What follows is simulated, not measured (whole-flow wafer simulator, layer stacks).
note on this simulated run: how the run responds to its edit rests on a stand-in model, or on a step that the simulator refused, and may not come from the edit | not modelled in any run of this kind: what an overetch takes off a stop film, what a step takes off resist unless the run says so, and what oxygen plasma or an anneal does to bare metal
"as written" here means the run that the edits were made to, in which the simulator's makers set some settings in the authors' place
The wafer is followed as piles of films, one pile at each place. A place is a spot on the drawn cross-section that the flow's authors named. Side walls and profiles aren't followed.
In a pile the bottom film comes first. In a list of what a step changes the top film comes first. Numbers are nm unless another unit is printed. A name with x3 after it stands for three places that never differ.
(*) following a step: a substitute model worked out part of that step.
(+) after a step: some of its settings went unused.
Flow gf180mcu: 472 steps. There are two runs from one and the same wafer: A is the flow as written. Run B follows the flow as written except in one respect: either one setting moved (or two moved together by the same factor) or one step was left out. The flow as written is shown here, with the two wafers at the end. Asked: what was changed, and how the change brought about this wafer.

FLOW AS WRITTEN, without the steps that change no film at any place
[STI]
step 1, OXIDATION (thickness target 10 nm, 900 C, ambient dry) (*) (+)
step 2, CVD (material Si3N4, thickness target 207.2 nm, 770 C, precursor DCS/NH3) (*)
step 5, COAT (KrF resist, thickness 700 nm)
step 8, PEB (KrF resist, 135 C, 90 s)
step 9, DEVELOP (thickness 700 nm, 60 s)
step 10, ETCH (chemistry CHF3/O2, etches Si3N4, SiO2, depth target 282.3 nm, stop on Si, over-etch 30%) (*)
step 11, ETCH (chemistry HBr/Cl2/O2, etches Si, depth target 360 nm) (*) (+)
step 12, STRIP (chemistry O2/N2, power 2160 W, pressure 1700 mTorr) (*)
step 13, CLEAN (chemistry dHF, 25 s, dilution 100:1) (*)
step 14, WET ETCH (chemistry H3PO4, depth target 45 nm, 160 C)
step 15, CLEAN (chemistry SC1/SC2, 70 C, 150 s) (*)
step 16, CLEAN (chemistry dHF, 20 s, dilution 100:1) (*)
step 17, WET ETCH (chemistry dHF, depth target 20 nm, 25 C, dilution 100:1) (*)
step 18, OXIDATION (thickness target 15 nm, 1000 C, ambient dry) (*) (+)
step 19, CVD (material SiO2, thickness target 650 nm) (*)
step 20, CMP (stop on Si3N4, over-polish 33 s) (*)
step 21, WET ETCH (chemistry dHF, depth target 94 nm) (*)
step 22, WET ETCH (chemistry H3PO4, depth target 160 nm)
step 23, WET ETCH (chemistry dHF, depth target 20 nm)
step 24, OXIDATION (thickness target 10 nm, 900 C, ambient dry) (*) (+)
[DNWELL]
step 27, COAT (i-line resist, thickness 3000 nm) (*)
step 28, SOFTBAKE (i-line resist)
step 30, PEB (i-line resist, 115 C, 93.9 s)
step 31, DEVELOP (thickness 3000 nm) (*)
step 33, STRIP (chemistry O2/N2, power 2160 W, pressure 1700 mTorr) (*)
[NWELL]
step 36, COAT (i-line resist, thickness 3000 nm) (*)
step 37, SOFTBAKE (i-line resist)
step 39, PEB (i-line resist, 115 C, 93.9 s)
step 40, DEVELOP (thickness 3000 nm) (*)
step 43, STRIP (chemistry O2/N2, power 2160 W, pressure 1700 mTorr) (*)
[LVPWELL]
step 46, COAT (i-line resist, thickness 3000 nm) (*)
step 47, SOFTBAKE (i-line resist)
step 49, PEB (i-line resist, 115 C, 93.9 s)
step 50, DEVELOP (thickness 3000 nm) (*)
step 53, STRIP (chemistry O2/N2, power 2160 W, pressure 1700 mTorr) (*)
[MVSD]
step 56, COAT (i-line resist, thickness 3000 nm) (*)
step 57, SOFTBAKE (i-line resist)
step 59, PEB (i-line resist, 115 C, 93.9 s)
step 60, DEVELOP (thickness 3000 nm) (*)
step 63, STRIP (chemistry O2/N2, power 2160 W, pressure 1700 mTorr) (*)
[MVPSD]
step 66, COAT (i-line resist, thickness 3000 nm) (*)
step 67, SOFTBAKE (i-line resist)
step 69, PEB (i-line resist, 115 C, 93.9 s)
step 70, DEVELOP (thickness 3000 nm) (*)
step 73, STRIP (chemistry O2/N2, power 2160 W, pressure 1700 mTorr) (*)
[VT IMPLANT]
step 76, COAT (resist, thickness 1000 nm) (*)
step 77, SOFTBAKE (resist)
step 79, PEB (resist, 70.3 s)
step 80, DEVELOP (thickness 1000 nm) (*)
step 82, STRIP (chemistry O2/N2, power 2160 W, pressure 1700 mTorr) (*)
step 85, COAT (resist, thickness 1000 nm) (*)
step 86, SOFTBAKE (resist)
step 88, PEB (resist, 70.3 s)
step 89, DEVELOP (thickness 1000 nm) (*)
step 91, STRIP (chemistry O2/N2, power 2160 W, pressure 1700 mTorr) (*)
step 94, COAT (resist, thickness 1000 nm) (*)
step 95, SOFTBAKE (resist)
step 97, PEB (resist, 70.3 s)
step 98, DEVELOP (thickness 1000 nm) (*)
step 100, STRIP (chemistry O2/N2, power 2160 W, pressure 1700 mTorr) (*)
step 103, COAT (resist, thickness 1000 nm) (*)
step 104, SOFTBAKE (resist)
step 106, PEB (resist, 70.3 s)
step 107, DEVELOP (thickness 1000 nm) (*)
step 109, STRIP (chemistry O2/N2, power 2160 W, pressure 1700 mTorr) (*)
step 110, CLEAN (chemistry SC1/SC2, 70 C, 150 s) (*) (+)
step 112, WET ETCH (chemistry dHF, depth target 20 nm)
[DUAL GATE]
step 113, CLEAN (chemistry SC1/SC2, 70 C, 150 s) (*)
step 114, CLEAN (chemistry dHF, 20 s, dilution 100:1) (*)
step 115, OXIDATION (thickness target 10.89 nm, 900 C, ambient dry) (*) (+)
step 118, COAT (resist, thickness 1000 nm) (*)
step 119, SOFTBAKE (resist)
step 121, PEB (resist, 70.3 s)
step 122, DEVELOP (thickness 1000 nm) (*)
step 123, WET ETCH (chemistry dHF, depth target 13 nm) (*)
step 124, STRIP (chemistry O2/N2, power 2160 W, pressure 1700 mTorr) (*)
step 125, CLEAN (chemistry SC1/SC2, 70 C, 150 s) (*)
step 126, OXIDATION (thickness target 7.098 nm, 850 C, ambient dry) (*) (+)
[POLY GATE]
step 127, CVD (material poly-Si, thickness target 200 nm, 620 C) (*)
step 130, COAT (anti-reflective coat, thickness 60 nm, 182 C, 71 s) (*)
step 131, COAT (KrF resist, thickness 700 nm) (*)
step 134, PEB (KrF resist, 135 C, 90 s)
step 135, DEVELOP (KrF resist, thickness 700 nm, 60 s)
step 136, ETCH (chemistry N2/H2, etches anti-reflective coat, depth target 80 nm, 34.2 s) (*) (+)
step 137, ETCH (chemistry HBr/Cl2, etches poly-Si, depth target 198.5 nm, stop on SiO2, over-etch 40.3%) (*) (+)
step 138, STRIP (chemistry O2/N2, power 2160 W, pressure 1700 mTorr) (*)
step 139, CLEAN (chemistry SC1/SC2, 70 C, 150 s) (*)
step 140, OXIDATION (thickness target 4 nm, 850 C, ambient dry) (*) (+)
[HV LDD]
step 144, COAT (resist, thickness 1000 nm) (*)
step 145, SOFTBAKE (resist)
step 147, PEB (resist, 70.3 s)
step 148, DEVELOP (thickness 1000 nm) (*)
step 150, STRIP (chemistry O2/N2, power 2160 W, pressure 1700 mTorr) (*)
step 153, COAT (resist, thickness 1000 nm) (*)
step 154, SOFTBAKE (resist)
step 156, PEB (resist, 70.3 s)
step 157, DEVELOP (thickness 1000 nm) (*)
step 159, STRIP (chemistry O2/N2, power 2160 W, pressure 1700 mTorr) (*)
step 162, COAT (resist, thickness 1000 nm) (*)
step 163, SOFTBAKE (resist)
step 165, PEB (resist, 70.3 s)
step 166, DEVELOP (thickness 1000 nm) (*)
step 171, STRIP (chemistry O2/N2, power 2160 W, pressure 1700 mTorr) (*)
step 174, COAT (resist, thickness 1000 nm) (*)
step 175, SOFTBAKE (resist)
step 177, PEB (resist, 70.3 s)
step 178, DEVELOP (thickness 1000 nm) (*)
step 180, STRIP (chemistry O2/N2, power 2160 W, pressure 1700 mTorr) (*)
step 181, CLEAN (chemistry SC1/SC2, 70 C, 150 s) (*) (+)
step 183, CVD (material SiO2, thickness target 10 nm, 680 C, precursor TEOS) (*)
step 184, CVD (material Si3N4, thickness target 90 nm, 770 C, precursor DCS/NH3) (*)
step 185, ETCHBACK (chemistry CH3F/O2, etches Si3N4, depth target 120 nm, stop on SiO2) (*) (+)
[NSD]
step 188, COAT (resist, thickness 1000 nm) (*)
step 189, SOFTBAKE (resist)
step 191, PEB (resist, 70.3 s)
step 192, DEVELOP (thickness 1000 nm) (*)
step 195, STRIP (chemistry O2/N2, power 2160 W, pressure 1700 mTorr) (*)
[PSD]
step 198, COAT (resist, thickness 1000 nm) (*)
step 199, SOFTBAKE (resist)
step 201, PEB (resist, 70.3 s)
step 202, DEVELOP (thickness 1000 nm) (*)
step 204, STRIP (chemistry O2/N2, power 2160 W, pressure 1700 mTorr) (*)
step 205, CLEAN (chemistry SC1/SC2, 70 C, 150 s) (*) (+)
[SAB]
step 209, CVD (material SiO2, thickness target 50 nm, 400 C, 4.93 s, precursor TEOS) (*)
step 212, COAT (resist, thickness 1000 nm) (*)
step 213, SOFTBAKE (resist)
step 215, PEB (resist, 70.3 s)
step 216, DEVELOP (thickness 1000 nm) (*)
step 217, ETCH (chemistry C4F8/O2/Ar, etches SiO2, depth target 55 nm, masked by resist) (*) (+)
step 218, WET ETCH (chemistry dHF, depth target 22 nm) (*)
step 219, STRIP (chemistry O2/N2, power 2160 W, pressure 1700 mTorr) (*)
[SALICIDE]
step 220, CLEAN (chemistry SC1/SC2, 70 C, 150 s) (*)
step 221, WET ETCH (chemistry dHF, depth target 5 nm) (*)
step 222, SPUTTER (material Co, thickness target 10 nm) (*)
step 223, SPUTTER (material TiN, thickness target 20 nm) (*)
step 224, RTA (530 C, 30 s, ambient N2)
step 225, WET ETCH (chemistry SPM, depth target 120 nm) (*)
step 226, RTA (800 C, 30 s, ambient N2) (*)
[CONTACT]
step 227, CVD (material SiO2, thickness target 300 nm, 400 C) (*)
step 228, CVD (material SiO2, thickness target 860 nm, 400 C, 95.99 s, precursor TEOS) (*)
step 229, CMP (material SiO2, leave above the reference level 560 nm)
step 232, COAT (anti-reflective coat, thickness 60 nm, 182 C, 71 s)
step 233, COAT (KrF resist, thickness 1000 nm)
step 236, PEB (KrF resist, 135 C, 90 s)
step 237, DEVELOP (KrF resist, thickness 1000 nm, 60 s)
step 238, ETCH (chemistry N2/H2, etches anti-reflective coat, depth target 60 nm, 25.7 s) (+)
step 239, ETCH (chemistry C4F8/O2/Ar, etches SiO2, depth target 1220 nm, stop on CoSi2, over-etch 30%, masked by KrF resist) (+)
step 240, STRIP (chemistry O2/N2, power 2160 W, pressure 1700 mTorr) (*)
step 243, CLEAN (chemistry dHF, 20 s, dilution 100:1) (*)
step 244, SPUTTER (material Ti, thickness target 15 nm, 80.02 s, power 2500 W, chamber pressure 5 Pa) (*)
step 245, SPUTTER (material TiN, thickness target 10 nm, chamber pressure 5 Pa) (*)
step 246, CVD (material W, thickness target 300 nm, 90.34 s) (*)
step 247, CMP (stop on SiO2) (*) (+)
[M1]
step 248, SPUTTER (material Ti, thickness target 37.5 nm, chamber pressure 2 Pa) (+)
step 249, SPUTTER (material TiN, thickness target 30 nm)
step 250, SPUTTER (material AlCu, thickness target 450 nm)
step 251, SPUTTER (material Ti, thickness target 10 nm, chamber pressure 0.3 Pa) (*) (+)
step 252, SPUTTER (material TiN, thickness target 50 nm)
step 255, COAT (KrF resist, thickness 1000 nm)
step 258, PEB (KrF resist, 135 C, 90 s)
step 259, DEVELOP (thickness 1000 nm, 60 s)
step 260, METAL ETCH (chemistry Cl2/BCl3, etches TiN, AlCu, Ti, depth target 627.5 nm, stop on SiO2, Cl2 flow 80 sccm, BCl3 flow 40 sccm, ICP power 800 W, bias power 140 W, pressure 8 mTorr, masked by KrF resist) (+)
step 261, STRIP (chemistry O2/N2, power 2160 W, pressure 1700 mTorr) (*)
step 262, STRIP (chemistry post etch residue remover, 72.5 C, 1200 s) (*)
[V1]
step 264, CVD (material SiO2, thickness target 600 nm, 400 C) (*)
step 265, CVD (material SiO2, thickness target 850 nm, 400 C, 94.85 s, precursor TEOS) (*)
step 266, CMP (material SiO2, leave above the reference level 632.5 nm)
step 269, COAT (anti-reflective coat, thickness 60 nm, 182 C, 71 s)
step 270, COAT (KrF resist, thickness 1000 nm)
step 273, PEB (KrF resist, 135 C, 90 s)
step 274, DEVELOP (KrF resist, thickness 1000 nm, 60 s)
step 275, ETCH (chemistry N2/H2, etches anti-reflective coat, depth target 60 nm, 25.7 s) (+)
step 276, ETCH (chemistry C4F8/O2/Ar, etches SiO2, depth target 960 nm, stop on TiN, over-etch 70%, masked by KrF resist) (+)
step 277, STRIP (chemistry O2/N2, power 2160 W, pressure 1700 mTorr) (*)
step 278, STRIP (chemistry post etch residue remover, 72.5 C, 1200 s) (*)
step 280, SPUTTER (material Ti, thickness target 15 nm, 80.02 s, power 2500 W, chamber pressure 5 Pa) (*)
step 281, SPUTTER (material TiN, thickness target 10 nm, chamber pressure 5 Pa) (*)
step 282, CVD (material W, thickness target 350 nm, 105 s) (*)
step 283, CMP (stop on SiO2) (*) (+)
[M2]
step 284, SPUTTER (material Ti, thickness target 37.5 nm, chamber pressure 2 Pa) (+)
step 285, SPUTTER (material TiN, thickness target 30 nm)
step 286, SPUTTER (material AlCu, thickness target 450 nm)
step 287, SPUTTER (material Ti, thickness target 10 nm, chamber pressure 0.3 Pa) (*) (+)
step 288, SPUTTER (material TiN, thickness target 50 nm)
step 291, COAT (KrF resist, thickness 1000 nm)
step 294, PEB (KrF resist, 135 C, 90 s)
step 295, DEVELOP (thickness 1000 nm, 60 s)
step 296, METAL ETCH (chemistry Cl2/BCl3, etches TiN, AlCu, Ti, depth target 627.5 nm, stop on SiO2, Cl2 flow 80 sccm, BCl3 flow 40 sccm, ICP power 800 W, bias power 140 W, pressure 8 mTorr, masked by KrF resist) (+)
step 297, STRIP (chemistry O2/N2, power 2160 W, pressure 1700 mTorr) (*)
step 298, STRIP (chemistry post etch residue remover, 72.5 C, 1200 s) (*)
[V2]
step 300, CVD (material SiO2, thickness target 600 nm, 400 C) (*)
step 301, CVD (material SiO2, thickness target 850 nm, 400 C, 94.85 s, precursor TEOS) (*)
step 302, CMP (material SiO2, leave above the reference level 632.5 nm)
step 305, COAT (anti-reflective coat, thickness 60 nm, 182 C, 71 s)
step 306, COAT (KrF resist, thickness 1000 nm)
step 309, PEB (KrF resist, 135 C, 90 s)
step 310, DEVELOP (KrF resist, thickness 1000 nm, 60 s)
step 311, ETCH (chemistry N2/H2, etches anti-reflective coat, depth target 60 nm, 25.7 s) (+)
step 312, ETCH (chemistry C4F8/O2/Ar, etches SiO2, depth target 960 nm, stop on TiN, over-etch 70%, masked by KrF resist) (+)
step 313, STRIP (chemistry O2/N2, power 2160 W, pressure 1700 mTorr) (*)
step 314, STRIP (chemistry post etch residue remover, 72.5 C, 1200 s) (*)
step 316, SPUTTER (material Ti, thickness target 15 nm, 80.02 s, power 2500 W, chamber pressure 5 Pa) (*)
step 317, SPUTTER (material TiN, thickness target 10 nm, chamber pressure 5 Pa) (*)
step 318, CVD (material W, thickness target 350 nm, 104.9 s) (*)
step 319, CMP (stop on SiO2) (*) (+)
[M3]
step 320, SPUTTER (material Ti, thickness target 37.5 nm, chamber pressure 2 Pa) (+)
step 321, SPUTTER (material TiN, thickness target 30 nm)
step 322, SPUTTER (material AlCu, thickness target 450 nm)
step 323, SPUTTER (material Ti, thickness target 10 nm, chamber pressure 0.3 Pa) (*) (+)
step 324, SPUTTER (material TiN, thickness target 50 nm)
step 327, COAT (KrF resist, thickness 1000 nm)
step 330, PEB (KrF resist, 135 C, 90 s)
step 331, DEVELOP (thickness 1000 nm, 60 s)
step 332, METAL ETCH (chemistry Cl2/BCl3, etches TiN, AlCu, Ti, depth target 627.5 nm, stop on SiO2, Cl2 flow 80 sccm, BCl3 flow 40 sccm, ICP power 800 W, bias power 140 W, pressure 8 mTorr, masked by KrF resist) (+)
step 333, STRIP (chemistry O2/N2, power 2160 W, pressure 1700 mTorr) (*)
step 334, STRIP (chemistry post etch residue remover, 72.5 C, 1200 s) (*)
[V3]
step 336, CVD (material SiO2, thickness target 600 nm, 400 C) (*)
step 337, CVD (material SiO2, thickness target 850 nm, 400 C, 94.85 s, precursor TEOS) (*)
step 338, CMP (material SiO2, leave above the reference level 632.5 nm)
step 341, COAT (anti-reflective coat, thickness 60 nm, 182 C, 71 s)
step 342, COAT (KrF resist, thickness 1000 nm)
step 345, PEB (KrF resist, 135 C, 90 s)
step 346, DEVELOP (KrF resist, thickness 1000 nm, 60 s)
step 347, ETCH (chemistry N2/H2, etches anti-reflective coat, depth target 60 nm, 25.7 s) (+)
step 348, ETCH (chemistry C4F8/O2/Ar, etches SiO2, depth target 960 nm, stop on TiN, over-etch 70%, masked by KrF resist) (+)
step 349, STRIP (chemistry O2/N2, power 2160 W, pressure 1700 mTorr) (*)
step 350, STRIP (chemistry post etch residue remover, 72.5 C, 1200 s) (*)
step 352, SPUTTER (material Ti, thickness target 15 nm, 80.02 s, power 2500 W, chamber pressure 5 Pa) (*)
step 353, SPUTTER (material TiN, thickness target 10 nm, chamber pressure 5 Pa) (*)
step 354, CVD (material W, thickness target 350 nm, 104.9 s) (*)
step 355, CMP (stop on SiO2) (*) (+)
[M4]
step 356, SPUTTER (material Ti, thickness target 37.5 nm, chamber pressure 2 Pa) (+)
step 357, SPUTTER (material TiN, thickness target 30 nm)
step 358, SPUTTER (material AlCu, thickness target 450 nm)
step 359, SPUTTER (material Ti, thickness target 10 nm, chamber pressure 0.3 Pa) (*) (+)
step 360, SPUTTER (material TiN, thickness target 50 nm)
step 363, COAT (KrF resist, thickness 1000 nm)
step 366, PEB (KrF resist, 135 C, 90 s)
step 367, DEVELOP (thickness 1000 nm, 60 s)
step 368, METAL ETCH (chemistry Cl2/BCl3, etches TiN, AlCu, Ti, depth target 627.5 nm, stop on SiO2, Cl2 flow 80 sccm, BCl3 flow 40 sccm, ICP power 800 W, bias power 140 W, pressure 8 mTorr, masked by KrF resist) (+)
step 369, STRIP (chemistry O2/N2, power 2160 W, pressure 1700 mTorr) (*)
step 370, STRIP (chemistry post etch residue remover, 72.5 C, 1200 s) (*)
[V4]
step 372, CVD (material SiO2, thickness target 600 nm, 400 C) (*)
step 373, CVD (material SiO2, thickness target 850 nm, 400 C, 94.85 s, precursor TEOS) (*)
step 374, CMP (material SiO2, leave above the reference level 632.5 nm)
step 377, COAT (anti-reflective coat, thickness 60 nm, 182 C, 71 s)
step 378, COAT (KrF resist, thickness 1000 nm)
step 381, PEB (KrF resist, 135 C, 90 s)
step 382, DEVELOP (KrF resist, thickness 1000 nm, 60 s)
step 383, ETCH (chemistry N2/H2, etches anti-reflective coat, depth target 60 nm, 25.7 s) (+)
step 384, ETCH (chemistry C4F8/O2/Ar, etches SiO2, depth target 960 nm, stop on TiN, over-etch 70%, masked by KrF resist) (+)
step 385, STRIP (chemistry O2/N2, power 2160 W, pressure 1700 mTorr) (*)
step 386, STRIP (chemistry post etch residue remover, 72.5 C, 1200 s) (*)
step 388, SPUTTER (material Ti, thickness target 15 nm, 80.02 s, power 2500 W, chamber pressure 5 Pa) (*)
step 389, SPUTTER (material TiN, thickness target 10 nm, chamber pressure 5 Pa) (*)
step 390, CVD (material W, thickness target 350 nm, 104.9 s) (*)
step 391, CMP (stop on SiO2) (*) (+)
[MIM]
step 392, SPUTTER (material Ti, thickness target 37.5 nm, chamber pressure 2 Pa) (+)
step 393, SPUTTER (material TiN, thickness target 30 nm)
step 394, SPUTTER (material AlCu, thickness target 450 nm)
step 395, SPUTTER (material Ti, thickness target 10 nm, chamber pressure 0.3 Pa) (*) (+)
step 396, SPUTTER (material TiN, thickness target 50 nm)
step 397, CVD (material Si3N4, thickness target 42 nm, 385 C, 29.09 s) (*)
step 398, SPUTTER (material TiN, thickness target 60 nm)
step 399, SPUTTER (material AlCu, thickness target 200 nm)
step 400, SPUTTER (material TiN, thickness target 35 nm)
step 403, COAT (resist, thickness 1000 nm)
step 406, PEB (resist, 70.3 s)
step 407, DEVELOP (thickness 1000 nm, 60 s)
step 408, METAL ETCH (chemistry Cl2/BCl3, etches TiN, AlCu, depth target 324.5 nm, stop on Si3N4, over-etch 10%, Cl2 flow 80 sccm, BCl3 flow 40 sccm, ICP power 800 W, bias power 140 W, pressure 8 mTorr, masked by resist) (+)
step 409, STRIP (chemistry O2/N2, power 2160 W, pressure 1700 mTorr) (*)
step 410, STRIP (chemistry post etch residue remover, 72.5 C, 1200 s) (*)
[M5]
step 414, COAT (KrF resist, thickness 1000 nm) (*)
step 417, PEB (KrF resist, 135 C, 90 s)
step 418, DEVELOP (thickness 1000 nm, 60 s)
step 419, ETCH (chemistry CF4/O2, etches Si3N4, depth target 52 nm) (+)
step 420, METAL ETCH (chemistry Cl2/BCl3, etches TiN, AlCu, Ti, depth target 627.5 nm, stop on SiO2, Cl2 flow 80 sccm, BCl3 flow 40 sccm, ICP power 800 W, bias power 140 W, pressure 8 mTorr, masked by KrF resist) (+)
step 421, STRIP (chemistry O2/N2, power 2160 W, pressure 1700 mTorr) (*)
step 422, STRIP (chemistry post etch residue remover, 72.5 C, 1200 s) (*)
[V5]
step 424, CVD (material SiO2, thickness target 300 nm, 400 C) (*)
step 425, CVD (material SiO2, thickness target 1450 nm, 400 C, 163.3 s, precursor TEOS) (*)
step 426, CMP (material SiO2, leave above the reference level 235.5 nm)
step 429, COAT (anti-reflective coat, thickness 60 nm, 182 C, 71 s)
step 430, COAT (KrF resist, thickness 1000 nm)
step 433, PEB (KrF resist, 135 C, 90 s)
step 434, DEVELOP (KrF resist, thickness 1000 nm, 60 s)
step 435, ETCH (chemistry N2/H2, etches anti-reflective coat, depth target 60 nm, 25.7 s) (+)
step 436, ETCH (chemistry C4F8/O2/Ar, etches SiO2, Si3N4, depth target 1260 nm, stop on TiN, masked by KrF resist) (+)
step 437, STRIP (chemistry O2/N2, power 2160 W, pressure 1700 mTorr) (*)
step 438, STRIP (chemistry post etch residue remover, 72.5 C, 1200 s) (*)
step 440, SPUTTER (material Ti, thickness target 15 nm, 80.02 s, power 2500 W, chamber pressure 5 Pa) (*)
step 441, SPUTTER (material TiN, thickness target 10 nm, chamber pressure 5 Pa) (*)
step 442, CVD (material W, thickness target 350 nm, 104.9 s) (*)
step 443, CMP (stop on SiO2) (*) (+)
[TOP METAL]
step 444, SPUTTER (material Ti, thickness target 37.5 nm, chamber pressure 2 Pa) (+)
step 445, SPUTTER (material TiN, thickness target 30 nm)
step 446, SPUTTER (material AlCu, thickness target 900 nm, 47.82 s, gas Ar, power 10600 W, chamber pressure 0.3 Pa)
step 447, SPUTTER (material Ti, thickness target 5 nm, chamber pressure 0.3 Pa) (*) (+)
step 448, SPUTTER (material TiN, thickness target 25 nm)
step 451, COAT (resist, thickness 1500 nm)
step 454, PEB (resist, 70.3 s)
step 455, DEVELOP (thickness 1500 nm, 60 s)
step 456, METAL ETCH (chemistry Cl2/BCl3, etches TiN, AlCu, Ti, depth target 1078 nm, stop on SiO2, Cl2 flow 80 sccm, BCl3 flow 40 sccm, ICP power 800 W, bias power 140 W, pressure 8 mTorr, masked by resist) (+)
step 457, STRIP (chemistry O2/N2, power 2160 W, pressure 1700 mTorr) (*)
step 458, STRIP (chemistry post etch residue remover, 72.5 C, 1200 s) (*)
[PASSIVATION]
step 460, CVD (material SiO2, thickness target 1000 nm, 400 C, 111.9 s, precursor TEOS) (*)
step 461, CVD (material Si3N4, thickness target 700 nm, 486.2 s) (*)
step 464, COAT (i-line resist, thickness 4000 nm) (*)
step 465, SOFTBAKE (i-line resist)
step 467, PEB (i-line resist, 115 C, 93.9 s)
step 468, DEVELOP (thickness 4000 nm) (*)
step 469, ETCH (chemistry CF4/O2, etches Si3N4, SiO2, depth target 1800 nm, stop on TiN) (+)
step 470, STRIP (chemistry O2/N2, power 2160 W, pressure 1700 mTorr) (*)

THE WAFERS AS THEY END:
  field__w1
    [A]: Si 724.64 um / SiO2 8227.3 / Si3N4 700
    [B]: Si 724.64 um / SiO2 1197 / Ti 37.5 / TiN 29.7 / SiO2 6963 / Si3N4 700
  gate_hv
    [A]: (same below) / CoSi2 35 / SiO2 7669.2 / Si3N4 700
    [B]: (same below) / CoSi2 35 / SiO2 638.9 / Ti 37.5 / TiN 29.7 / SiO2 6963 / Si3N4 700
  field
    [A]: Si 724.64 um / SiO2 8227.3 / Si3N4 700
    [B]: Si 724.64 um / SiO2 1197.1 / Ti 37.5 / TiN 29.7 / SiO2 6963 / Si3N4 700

What caused this: step 260, METAL ETCH: depth target 508.3 nm was run, whereas the flow has depth target 627.5 nm.

The path from the change to this, step by step:
  step 260, METAL ETCH (chemistry Cl2/BCl3, etches TiN, AlCu, Ti, depth target 627.5 nm, stop on SiO2, Cl2 flow 80 sccm, BCl3 flow 40 sccm, ICP power 800 W, bias power 140 W, pressure 8 mTorr, masked by KrF resist) (+)
      field, field__w1, field__w2 and 99 more: A TiN loses 50 (all of it), Ti loses 10 (all of it), AlCu loses 450 (all of it), TiN loses 30 (all of it), Ti loses 37.5 (all of it) | B TiN loses 50 (all of it), Ti loses 10 (all of it), AlCu loses 448.3
      field__w8, contact, m1 and 6 more: A KrF resist loses 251 | B KrF resist loses 203.3
  step 261, STRIP (chemistry O2/N2, power 2160 W, pressure 1700 mTorr) (*)
      field__w8, contact, m1 and 6 more: A KrF resist loses 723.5 (all of it) | B KrF resist loses 771.2 (all of it)
  step 262, STRIP (chemistry post etch residue remover, 72.5 C, 1200 s) (*)
      field, field__w1, field__w2 and 99 more: A nothing | B AlCu loses 1.7 (all of it), TiN loses 0.3
  step 264, CVD (material SiO2, thickness target 600 nm, 400 C) (*)
      field, field__w1, field__w2 and 99 more: A SiO2 gains 600 | B SiO2 gains 600 (new film)
  step 266, CMP (material SiO2, leave above the reference level 632.5 nm)
      field, field__w1, field__w2 and 99 more: A SiO2 loses 300 | B SiO2 loses 367.2
If metal films that touch count as one body, field__w1 has 1 body; the flow as written gives 0 bodies.
If metal films that touch count as one body, gate_hv has 2 bodies (between them, from the top down: SiO2 638.9); the flow as written gives 1 body.
If metal films that touch count as one body, field has 1 body; the flow as written gives 0 bodies.
